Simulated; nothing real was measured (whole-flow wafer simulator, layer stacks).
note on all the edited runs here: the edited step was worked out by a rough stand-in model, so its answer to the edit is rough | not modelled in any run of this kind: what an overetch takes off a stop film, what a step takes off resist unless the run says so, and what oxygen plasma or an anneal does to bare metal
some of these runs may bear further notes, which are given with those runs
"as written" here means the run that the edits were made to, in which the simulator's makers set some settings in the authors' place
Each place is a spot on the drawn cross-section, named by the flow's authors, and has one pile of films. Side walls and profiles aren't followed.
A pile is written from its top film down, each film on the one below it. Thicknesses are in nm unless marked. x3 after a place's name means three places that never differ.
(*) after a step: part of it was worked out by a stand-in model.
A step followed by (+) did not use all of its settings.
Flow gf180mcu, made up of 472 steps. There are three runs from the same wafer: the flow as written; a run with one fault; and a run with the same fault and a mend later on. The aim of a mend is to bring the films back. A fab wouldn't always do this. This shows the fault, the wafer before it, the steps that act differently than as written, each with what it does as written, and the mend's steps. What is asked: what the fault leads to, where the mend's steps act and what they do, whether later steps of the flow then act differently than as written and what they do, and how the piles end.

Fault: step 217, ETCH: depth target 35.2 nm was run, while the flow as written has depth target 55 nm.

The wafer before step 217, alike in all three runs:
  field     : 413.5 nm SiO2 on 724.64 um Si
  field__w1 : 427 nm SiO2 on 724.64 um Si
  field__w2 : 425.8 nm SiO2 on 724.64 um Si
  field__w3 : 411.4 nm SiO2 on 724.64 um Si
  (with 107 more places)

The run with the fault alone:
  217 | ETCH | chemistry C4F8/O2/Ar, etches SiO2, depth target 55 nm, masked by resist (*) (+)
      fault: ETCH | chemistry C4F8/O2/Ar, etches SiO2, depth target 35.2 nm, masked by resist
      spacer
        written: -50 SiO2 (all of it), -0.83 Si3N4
        fault: -35.2 SiO2
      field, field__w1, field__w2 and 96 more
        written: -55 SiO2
        fault: -35.2 SiO2
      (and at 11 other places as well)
  Steps later in the flow that act otherwise than as written (6 more steps, not shown, differ only slightly: by at most 2% or 0.5 nm, whichever is larger):
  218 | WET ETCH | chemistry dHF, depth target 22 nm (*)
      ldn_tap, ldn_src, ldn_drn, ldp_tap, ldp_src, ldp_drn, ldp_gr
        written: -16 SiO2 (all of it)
        fault: -34.8 SiO2
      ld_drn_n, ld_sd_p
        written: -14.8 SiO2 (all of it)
        fault: -33.9 SiO2
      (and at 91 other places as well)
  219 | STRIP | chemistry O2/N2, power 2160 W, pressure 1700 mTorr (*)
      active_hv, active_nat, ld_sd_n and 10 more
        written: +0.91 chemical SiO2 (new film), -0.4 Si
        fault: nothing
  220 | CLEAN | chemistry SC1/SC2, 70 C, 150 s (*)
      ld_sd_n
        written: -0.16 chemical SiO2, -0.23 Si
        fault: -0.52 SiO2 (all of it)
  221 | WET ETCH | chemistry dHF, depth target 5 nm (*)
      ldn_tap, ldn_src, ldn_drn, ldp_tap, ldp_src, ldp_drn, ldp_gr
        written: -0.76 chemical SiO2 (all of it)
        fault: -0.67 SiO2 (all of it)
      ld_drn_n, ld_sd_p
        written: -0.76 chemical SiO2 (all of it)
        fault: -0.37 SiO2 (all of it)
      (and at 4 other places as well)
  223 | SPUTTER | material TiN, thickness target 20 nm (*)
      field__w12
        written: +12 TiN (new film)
        fault: +12.7 TiN (new film)
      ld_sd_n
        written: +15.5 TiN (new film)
        fault: +16.1 TiN (new film)
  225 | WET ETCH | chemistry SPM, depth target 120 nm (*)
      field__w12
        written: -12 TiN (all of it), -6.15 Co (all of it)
        fault: -12.7 TiN (all of it), -6.44 Co (all of it)
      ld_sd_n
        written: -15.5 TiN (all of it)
        fault: -16.1 TiN (all of it)
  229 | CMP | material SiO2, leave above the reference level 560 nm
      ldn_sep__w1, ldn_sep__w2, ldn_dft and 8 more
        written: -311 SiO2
        fault: -319.3 SiO2
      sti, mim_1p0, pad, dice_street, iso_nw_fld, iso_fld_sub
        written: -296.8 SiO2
        fault: -305.1 SiO2
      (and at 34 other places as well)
  The piles end only slightly different from the flow's at the places that both follow, by no more than 2% or 0.5 nm, whichever is larger.

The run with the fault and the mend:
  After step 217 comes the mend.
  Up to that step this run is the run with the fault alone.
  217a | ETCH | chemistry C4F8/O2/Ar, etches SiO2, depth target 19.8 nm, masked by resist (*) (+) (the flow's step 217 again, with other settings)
      field, field__w1, field__w2 and 96 more
        -19.8 SiO2
      field__w5, field__w9, field__w13 and 8 more
        -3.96 resist
      spacer
        -14.8 SiO2 (all of it), -0.83 Si3N4
  Later steps of the flow that are run all act as written at every place that is followed, up to a difference of at most 2% or 0.5 nm, whichever is larger.
  The piles end only slightly different from the flow's at the places that both follow, by no more than 2% or 0.5 nm, whichever is larger.
